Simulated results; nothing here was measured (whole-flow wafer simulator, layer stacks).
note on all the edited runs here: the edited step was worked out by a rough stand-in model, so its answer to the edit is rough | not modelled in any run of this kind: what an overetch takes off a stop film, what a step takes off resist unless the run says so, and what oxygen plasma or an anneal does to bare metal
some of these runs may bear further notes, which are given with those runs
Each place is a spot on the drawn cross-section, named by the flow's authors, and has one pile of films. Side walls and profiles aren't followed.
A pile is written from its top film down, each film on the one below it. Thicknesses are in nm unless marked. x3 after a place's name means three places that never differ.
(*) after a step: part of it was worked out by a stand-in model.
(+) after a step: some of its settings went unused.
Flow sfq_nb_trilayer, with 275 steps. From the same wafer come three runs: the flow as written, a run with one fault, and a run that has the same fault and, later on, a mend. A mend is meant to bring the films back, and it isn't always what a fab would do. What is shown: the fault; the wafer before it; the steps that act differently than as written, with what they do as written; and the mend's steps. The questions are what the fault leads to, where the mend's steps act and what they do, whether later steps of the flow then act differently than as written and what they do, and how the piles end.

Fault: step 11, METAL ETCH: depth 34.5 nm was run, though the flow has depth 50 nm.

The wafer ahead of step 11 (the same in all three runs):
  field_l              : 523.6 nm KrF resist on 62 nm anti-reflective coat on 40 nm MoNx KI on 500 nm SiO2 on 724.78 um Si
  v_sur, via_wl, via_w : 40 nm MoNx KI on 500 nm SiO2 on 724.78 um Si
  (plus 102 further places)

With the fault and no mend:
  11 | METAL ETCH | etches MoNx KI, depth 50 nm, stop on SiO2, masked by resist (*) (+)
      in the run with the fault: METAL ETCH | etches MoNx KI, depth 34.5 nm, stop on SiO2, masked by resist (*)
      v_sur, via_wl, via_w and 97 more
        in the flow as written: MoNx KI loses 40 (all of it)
        in the run with the fault: MoNx KI loses 34.5
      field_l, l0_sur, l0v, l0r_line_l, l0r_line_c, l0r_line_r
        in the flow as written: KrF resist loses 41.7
        in the run with the fault: KrF resist loses 28.8
  Later steps of the flow acting differently than as written (not shown: 9 more steps that differ only slightly, by at most 2% or 0.5 nm, whichever is larger):
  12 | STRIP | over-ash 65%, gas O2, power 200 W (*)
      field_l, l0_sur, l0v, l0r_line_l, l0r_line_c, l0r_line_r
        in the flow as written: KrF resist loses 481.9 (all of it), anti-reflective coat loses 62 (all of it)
        in the run with the fault: KrF resist loses 494.8 (all of it), anti-reflective coat loses 62 (all of it)
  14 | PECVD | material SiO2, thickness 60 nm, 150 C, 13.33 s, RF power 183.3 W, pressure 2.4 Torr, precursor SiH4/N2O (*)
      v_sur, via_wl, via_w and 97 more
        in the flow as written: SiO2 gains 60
        in the run with the fault: SiO2 gains 60 (new film)
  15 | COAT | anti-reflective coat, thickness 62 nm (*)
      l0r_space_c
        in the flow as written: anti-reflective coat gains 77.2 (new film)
        in the run with the fault: anti-reflective coat gains 75.2 (new film)
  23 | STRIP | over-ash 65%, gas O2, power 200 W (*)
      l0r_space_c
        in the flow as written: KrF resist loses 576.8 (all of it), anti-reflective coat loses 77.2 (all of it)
        in the run with the fault: KrF resist loses 574.4 (all of it), anti-reflective coat loses 75.2 (all of it)
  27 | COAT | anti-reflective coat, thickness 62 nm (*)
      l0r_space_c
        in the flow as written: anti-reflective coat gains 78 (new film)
        in the run with the fault: anti-reflective coat gains 75.7 (new film)
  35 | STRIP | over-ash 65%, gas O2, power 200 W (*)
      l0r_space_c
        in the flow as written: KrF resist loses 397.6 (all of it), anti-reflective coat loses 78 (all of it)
        in the run with the fault: KrF resist loses 395.5 (all of it), anti-reflective coat loses 75.7 (all of it)
  The piles end different from the flow's at v_sur, via_wl, via_w and 97 more by more than 2% or 0.5 nm, whichever is larger.
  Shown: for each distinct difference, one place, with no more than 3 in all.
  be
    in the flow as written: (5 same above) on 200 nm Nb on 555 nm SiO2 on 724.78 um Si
    in the run with the fault: (5 same above) on 200 nm Nb on 55 nm SiO2 on 5.5 nm MoNx KI on 500 nm SiO2 on 724.78 um Si
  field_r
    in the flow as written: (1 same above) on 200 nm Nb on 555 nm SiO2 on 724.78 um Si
    in the run with the fault: (1 same above) on 200 nm Nb on 55 nm SiO2 on 5.5 nm MoNx KI on 500 nm SiO2 on 724.78 um Si
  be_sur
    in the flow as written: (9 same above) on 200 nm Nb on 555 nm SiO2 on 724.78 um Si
    in the run with the fault: (9 same above) on 200 nm Nb on 55 nm SiO2 on 5.5 nm MoNx KI on 500 nm SiO2 on 724.78 um Si

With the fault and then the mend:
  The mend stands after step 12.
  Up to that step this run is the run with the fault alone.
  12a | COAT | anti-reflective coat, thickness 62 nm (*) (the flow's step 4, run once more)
      p4_fl x3, p4_w1 x9, p4_g1 x2 and 59 more
        anti-reflective coat gains 62 (new film)
      be, be_sur, gap and 11 more
        anti-reflective coat gains 63.5 (new film)
      via_v, wire, lsp_l
        anti-reflective coat gains 63.6 (new film)
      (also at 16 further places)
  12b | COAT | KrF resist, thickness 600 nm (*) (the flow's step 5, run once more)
      p4_fl x3, p4_w1 x9, p4_g1 x2 and 59 more
        KrF resist gains 600 (new film)
      jj_sur, ce_l, c5j, ce_r, sp_r, be_r, r_sur
        KrF resist gains 605.8 (new film)
      be_sur, gap, res, r_end
        KrF resist gains 605.9 (new film)
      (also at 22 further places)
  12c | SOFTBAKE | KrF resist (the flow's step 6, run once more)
      leaves every film unchanged at each place that is followed
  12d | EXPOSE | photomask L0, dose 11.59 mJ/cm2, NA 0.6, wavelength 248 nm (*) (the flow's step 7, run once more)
      leaves every film unchanged at each place that is followed
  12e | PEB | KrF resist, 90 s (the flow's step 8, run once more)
      p4_fl x3, p4_w1 x9, p4_g1 x2 and 62 more
        KrF resist loses 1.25
      v_sur, via_w, via_wr and 22 more
        KrF resist loses 1.27
      field_l, l0_sur, l0v
        KrF resist loses 1.24
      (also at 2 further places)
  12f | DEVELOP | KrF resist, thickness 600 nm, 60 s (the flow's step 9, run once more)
      p4_fl x3, p4_w1 x9, p4_g1 x2 and 59 more
        KrF resist loses 598.7 (all of it)
      field_l, l0_sur, l0v, l0r_line_l, l0r_line_c, l0r_line_r
        KrF resist loses 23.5
      ce_l, c5j, ce_r, sp_r, be_r
        KrF resist loses 604.5 (all of it)
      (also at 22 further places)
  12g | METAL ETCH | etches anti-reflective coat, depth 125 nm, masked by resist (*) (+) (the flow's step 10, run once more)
      p4_fl x3, p4_w1 x9, p4_g1 x2 and 59 more
        anti-reflective coat loses 62 (all of it)
      be, be_sur, gap and 11 more
        anti-reflective coat loses 63.5 (all of it)
      field_l, l0_sur, l0v, l0r_line_l, l0r_line_c, l0r_line_r
        KrF resist loses 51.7
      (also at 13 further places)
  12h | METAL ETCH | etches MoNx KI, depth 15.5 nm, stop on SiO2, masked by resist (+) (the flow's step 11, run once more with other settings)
      v_sur, via_wl, via_w and 97 more
        MoNx KI loses 5.5 (all of it)
      field_l, l0_sur, l0v, l0r_line_l, l0r_line_c, l0r_line_r
        KrF resist loses 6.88
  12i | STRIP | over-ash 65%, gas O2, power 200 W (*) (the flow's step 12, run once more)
      l0r_line_l, l0r_line_c, l0r_line_r
        KrF resist loses 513 (all of it), anti-reflective coat loses 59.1 (all of it)
      field_l
        KrF resist loses 508.7 (all of it), anti-reflective coat loses 57.1 (all of it)
      l0_sur
        KrF resist loses 510.2 (all of it), anti-reflective coat loses 54.6 (all of it)
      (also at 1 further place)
  Every later step of the flow that is run acts as written at every place that is followed.
  By the end, the piles equal the flow's at every place that both follow.
